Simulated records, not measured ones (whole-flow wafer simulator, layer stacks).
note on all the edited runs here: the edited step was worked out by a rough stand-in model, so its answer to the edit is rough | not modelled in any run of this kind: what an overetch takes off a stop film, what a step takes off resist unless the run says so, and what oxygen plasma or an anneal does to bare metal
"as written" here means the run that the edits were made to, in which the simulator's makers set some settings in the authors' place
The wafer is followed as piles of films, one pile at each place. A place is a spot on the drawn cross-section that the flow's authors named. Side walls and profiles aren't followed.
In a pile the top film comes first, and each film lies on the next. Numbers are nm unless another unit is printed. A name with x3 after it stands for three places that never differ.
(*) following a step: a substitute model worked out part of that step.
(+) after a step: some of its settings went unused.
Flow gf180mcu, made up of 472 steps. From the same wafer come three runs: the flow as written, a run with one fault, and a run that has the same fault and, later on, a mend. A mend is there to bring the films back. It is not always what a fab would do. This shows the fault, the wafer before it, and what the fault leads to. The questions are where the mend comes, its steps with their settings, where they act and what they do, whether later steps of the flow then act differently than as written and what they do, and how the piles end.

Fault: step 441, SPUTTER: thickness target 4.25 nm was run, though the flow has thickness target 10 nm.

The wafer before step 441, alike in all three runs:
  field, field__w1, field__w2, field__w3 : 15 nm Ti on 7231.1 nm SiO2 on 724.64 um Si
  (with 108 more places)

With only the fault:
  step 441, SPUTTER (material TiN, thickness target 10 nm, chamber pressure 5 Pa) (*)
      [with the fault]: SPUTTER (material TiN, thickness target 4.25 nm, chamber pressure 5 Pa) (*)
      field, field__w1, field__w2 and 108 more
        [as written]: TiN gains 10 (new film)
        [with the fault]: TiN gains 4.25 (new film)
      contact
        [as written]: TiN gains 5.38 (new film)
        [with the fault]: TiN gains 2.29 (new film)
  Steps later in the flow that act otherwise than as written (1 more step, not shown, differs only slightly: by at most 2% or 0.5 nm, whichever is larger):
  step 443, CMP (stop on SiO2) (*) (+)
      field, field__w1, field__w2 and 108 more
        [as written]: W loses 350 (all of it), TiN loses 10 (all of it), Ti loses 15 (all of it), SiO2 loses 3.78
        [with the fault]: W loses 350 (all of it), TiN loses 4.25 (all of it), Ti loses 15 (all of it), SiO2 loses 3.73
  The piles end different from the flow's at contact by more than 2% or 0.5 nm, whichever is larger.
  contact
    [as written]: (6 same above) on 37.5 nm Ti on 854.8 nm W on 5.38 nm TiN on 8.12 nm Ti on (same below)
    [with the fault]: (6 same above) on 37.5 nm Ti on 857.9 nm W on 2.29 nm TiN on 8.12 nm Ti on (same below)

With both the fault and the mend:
  The mend follows step 441.
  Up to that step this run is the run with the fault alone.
  step 441a, SPUTTER (material TiN, thickness target 5.75 nm, chamber pressure 5 Pa) (*) (the flow's step 441, run once more with other settings)
      field, field__w1, field__w2 and 108 more
        TiN gains 5.75
      contact
        TiN gains 3.09
  Every later step of the flow that is run acts as written at every place that is followed.
  At every place that both follow, the piles at the end match the flow's.
